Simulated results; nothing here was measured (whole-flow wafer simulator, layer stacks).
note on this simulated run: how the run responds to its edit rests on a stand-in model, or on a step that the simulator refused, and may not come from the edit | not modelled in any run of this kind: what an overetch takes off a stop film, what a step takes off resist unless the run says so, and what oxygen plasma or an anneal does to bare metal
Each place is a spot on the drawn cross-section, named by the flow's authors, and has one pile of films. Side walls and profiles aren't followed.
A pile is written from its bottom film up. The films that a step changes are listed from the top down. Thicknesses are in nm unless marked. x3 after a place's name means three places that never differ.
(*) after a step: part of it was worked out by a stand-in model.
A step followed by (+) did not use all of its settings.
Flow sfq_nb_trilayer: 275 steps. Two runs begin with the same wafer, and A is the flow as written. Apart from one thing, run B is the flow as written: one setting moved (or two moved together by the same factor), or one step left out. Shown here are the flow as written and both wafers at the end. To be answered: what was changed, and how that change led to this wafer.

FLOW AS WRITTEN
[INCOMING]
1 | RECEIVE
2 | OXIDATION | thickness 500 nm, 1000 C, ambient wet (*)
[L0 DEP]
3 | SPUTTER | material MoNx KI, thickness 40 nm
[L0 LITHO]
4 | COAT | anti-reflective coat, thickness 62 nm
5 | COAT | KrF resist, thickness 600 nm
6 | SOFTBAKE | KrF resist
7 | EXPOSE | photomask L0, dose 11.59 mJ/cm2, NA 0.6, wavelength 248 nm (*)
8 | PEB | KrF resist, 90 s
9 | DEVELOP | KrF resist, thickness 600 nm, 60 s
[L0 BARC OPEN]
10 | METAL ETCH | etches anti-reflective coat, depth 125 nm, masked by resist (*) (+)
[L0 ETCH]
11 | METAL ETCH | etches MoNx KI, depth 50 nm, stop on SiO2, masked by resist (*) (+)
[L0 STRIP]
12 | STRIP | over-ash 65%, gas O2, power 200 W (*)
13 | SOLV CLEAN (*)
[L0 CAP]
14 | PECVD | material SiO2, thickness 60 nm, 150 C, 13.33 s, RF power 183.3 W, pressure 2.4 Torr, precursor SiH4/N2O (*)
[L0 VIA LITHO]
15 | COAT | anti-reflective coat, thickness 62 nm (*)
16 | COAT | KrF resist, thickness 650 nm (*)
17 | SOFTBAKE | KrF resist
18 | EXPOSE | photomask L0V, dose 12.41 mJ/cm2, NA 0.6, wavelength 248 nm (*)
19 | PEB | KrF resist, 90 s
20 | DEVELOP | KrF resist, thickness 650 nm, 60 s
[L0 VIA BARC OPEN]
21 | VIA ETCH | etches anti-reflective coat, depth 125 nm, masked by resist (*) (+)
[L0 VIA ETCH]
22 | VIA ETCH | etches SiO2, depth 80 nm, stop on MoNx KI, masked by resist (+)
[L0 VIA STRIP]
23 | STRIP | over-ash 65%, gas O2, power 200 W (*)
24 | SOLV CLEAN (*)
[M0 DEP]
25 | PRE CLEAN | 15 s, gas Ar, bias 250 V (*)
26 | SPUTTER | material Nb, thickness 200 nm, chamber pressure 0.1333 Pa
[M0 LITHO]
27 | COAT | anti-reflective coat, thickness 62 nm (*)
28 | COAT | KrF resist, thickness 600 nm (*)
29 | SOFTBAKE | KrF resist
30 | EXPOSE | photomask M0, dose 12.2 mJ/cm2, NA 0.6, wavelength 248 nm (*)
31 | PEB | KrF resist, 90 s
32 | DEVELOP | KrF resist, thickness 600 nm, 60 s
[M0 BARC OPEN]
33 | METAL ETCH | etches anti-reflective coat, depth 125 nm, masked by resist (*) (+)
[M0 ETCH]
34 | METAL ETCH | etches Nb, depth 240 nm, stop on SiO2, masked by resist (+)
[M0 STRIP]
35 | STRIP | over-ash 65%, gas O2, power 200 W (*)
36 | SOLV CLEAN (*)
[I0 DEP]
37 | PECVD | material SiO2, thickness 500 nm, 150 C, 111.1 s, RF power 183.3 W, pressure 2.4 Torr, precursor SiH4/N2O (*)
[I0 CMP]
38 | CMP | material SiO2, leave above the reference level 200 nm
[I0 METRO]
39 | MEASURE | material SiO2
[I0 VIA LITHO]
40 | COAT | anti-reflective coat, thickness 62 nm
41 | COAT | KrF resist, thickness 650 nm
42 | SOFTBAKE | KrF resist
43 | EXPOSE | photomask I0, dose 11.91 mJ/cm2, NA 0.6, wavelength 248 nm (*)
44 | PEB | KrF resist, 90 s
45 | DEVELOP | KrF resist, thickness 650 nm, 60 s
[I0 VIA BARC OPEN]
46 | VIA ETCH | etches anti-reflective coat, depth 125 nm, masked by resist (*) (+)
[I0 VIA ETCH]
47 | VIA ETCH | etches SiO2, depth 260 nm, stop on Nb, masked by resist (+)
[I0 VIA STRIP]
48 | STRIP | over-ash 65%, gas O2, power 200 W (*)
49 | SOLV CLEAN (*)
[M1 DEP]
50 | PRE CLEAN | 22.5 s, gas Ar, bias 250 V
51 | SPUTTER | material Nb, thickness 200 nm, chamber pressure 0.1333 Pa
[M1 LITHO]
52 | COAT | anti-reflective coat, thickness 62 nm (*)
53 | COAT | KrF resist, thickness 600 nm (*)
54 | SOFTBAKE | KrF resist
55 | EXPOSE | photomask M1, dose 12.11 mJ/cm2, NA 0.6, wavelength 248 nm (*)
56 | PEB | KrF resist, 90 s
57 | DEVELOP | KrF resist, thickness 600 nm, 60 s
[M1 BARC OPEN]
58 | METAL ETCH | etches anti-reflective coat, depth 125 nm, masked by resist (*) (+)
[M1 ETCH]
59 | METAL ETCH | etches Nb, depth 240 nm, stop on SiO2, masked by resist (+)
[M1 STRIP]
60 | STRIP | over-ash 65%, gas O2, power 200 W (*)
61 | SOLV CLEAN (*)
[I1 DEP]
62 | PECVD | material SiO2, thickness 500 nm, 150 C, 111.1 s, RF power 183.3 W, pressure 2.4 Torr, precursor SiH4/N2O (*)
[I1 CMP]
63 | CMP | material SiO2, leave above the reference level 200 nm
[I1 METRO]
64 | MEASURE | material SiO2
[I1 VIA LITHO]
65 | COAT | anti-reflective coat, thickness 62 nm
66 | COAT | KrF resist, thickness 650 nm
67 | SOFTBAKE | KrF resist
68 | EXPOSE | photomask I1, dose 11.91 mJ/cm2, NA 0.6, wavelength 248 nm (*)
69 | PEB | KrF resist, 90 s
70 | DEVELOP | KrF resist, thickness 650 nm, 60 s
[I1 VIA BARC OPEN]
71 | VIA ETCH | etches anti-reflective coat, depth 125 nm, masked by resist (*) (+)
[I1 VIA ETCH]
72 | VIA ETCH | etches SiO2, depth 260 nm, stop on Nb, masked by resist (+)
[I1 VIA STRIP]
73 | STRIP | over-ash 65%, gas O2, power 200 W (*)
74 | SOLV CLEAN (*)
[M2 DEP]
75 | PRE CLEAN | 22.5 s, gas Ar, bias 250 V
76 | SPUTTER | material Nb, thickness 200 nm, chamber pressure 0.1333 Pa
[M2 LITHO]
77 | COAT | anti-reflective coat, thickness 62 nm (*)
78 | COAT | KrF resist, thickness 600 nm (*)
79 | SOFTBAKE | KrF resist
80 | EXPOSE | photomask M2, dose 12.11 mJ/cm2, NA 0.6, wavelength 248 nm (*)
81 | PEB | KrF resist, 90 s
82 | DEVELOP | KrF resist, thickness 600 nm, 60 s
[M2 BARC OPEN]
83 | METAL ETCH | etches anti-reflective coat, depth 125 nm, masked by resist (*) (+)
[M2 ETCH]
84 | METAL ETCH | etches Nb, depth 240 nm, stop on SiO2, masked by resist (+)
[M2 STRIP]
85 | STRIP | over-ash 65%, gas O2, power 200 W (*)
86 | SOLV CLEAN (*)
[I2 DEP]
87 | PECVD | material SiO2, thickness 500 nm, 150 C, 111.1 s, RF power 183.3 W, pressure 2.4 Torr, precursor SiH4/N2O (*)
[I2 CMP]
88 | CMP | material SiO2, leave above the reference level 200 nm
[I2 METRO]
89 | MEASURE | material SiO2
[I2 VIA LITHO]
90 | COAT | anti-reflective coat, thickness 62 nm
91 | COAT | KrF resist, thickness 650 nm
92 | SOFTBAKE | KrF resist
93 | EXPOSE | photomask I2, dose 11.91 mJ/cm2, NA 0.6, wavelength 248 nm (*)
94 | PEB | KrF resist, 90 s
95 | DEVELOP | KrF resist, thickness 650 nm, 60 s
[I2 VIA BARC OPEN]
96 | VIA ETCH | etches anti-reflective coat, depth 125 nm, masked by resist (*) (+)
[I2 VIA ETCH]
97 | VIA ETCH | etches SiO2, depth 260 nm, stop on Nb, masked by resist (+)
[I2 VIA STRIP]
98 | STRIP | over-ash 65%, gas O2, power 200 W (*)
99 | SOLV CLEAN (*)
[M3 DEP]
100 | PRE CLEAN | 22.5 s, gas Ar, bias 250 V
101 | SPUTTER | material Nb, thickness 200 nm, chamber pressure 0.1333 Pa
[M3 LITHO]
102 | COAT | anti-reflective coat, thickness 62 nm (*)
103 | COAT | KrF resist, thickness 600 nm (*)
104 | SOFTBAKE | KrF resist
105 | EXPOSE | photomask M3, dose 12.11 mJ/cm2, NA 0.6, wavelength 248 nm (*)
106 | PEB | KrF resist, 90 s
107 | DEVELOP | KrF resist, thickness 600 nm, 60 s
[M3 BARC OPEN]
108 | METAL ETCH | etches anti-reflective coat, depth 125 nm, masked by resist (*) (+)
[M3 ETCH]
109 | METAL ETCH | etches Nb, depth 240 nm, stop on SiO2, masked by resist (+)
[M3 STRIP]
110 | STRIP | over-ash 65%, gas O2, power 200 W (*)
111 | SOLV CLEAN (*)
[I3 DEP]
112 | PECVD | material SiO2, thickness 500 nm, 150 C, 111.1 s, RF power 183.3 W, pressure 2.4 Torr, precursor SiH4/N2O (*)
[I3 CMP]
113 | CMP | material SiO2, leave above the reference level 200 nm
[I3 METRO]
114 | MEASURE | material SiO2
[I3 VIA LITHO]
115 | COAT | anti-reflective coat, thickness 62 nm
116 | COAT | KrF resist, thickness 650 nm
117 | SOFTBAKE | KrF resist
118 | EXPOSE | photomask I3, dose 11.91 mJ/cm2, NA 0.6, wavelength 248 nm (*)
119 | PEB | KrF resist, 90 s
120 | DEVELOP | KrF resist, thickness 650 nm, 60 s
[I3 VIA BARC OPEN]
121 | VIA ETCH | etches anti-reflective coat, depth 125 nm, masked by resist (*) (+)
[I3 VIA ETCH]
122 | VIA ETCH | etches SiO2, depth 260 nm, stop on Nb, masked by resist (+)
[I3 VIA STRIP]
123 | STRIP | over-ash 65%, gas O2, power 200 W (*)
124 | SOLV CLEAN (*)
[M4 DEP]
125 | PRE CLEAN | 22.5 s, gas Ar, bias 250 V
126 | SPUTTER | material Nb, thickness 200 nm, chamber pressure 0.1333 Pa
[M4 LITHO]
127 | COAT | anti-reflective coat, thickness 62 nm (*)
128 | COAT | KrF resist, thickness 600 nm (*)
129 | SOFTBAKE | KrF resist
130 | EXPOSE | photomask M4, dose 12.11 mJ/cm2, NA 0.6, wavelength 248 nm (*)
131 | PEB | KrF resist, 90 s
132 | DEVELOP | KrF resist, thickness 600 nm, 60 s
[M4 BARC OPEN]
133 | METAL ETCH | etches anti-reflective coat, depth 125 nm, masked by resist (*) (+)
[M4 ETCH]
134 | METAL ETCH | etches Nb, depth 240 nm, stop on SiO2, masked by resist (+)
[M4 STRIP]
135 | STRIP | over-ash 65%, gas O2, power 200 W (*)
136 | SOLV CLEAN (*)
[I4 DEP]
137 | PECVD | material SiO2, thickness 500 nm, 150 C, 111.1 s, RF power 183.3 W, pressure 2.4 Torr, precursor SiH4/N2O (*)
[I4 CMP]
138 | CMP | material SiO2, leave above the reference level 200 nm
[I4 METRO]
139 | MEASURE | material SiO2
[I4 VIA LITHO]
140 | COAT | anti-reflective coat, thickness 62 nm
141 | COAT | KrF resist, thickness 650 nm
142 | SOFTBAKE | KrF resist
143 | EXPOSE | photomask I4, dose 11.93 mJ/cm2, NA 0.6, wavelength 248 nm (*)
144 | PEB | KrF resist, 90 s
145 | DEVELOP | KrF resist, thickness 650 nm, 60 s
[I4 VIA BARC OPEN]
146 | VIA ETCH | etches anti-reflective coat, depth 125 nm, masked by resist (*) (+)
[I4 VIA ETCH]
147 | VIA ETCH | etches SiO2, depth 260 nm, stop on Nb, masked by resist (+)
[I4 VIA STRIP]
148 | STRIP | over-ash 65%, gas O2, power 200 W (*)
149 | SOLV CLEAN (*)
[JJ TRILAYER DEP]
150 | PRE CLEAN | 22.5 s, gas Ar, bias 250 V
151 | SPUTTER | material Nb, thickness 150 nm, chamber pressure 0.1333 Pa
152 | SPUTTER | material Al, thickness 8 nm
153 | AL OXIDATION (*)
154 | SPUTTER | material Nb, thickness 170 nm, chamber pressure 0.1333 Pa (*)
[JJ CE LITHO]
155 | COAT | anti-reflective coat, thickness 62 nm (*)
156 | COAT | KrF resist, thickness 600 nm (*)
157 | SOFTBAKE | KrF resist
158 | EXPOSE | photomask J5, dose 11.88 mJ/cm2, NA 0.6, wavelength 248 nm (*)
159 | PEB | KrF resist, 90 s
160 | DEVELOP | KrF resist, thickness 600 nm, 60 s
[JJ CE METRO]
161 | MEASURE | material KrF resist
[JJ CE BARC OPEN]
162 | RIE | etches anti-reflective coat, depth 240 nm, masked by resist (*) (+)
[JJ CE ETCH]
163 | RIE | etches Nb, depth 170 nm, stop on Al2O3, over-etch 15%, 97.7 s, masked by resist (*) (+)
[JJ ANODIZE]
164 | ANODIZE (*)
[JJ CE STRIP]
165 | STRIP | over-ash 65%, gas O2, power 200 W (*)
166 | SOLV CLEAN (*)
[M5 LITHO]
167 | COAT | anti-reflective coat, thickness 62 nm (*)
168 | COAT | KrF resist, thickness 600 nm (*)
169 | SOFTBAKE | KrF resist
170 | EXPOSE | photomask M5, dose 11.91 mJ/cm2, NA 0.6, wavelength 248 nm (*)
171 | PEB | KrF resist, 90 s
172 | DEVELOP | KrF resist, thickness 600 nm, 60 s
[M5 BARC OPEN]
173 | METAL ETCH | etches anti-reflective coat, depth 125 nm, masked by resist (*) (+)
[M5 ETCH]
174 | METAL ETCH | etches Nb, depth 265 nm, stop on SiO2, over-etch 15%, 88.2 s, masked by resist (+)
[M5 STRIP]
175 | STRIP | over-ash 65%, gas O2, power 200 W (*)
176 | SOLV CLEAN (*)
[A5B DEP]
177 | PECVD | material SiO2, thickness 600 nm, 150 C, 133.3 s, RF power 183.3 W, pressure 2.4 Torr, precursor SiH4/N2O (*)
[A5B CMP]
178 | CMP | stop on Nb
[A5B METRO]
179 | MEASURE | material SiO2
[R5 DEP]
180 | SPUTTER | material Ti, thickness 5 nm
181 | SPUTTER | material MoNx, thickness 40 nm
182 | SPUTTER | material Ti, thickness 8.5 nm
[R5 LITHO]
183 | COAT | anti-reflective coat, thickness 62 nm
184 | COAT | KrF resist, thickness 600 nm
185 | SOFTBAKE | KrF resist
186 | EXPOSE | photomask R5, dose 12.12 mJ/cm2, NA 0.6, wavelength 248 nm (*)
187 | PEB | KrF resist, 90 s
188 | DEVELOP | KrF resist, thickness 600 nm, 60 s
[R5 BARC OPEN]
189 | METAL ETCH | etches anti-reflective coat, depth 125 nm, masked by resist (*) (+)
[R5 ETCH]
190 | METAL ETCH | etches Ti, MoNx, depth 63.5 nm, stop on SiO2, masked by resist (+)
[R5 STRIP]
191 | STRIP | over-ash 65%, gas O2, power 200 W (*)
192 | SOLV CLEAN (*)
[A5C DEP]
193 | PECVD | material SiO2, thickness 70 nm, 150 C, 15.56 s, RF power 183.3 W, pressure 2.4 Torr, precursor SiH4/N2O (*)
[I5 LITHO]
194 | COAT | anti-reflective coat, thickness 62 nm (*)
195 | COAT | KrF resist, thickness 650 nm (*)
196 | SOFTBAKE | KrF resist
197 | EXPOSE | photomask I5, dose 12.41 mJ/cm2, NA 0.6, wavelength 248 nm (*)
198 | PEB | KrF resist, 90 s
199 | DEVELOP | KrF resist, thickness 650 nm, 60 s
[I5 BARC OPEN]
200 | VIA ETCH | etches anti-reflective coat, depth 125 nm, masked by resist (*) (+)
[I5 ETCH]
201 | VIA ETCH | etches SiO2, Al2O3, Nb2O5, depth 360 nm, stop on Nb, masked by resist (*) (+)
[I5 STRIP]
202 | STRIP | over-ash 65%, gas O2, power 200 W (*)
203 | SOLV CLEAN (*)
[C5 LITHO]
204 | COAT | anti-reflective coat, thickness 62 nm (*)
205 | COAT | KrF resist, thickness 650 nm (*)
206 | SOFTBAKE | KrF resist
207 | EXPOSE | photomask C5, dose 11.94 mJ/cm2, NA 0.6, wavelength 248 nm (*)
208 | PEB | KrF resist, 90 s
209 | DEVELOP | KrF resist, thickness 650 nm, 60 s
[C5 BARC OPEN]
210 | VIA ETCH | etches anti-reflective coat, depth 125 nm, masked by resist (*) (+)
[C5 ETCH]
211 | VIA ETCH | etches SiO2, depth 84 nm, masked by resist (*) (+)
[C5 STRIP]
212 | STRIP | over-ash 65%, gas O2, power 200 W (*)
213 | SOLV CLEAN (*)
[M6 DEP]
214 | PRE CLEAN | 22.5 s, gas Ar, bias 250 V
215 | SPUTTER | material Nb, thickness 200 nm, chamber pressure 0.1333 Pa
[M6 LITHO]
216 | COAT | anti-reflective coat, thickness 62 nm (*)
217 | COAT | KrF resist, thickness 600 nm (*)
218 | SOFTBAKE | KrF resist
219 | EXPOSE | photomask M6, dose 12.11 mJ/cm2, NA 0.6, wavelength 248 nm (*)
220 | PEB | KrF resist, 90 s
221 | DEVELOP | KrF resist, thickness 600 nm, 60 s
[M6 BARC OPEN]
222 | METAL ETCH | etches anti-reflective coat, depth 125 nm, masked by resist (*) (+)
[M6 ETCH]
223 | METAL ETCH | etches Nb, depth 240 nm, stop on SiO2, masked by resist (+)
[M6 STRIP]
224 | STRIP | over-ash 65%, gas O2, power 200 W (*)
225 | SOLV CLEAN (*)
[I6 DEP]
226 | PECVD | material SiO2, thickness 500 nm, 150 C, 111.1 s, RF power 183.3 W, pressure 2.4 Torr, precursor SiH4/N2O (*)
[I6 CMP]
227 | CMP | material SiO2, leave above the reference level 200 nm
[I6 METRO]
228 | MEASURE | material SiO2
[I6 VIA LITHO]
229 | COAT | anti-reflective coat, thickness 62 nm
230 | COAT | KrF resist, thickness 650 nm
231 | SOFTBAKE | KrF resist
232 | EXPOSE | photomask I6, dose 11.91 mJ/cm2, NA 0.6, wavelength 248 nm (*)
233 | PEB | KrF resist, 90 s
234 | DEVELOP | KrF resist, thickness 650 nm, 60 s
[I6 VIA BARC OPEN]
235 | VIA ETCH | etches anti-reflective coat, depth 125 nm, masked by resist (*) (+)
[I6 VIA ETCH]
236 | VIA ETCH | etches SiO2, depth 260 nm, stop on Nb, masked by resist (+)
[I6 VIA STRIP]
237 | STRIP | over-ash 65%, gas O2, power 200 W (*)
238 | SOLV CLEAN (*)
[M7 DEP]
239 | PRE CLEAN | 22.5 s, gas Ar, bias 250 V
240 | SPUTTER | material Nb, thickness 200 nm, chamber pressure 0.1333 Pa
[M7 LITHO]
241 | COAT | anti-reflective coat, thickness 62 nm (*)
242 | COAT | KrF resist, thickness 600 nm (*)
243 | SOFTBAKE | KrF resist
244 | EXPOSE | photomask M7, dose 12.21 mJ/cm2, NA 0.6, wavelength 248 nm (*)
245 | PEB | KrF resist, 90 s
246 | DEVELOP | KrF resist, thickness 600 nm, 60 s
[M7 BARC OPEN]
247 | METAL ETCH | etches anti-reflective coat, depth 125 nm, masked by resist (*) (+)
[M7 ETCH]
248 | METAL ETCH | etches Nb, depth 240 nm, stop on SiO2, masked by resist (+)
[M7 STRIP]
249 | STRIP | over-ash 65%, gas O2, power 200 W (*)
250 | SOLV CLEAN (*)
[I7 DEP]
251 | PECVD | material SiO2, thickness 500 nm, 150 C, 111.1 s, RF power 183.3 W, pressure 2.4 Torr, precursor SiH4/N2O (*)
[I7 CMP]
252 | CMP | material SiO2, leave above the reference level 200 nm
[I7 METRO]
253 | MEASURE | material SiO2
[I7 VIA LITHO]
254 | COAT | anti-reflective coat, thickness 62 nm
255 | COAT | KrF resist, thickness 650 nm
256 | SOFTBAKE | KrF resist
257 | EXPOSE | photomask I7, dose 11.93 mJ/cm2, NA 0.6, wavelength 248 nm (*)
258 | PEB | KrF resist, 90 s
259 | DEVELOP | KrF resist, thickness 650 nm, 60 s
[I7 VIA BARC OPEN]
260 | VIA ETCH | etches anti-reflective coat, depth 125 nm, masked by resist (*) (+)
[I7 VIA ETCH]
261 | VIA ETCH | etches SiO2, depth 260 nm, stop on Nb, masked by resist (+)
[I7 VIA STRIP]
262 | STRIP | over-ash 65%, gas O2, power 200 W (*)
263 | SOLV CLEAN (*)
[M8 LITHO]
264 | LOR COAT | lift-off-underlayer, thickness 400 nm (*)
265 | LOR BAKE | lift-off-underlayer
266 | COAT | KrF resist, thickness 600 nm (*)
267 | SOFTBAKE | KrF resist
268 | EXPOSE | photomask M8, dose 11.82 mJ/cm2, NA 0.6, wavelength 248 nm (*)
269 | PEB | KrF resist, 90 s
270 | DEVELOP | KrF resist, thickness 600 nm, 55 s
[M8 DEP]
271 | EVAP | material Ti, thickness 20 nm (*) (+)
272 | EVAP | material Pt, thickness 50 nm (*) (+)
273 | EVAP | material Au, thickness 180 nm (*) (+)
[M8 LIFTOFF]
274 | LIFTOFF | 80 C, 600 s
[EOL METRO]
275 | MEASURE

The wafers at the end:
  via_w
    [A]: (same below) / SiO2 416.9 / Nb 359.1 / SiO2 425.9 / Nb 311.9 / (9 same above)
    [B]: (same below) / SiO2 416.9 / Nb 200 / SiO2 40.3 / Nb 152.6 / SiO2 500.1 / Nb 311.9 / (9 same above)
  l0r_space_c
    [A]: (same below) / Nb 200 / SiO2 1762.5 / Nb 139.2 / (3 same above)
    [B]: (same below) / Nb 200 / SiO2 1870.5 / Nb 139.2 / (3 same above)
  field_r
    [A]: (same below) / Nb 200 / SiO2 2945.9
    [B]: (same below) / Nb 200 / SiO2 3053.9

The reason: step 88, CMP: leave above the reference level 308 nm was run, though the flow has leave above the reference level 200 nm.

The path from the change to this, step by step:
  88 | CMP | material SiO2, leave above the reference level 200 nm
      field_l, be, be_sur and 81 more: A SiO2 loses 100 | B nothing
      v_sur, via_wl, via_w and 18 more: A SiO2 loses 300 | B SiO2 loses 192
      (also at 1 further place)
  90 | COAT | anti-reflective coat, thickness 62 nm
      wl_d_sl, wl_d_sr, wl_f_sl: A anti-reflective coat gains 62 (new film) | B anti-reflective coat gains 63.4 (new film)
      m5r_linepad_l, m5r_linepad_r: A anti-reflective coat gains 62 (new film) | B anti-reflective coat gains 65.4 (new film)
      (also at 7 further places)
  97 | VIA ETCH | etches SiO2, depth 260 nm, stop on Nb, masked by resist (+)
      via_w: A SiO2 loses 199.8 (all of it) | B SiO2 loses 260
  98 | STRIP | over-ash 65%, gas O2, power 200 W (*)
      m5r_linepad_l, m5r_linepad_r: A KrF resist loses 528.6 (all of it), anti-reflective coat loses 62 (all of it) | B KrF resist loses 527.6 (all of it), anti-reflective coat loses 65.4 (all of it)
      r5r_spacepad_l, r5r_spacepad_r: A KrF resist loses 528.6 (all of it), anti-reflective coat loses 62 (all of it) | B KrF resist loses 527.9 (all of it), anti-reflective coat loses 65.5 (all of it)
      (also at 8 further places)
  100 | PRE CLEAN | 22.5 s, gas Ar, bias 250 V
      via_w: A Nb loses 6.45 | B SiO2 loses 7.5
  101 | SPUTTER | material Nb, thickness 200 nm, chamber pressure 0.1333 Pa
      via_w: A Nb gains 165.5 | B Nb gains 152.6 (new film)
  102 | COAT | anti-reflective coat, thickness 62 nm (*)
      wl_d_sl, wl_d_sr, r5r_line_l: A anti-reflective coat gains 62 (new film) | B anti-reflective coat gains 63.4 (new film)
      m5r_linepad_l, m5r_linepad_r: A anti-reflective coat gains 62 (new film) | B anti-reflective coat gains 65 (new film)
      (also at 12 further places)
  103 | COAT | KrF resist, thickness 600 nm (*)
      via_w: A KrF resist gains 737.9 (new film) | B KrF resist gains 791.8 (new film)
  108 | METAL ETCH | etches anti-reflective coat, depth 125 nm, masked by resist (*) (+)
      wl_d_sl, wl_d_sr, r5r_line_l: A anti-reflective coat loses 62 (all of it) | B anti-reflective coat loses 63.4 (all of it)
      m5r_linepad_l, m5r_linepad_r: A anti-reflective coat loses 62 (all of it) | B anti-reflective coat loses 65 (all of it)
      (also at 5 further places)
  110 | STRIP | over-ash 65%, gas O2, power 200 W (*)
      v_sur: A KrF resist loses 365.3 (all of it), anti-reflective coat loses 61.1 (all of it) | B KrF resist loses 359.3 (all of it), anti-reflective coat loses 54.2 (all of it)
      via_wl: A KrF resist loses 384.2 (all of it), anti-reflective coat loses 34.2 (all of it) | B KrF resist loses 380 (all of it), anti-reflective coat loses 22.9 (all of it)
      (also at 5 further places)
  112 | PECVD | material SiO2, thickness 500 nm, 150 C, 111.1 s, RF power 183.3 W, pressure 2.4 Torr, precursor SiH4/N2O (*)
      via_w: A SiO2 gains 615 (new film) | B SiO2 gains 664.6 (new film)
  113 | CMP | material SiO2, leave above the reference level 200 nm
      field_l, be, be_sur and 64 more: A SiO2 loses 100 | B SiO2 loses 92
      p4_w1, p4_w2, p4_w3 and 6 more: A SiO2 loses 300 | B SiO2 loses 292
      (also at 9 further places)
With metal films that touch counted as one body, via_w has 6 bodies (between them, from the top down: SiO2 192.5; SiO2 427.3 / Al2O3 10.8 / Nb2O5 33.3; SiO2 500.1; SiO2 40.3; SiO2 416.9); the flow as written gives 5 bodies (between them, from the top down: SiO2 192.5; SiO2 427.3 / Al2O3 10.8 / Nb2O5 33.3; SiO2 425.9; SiO2 416.9).
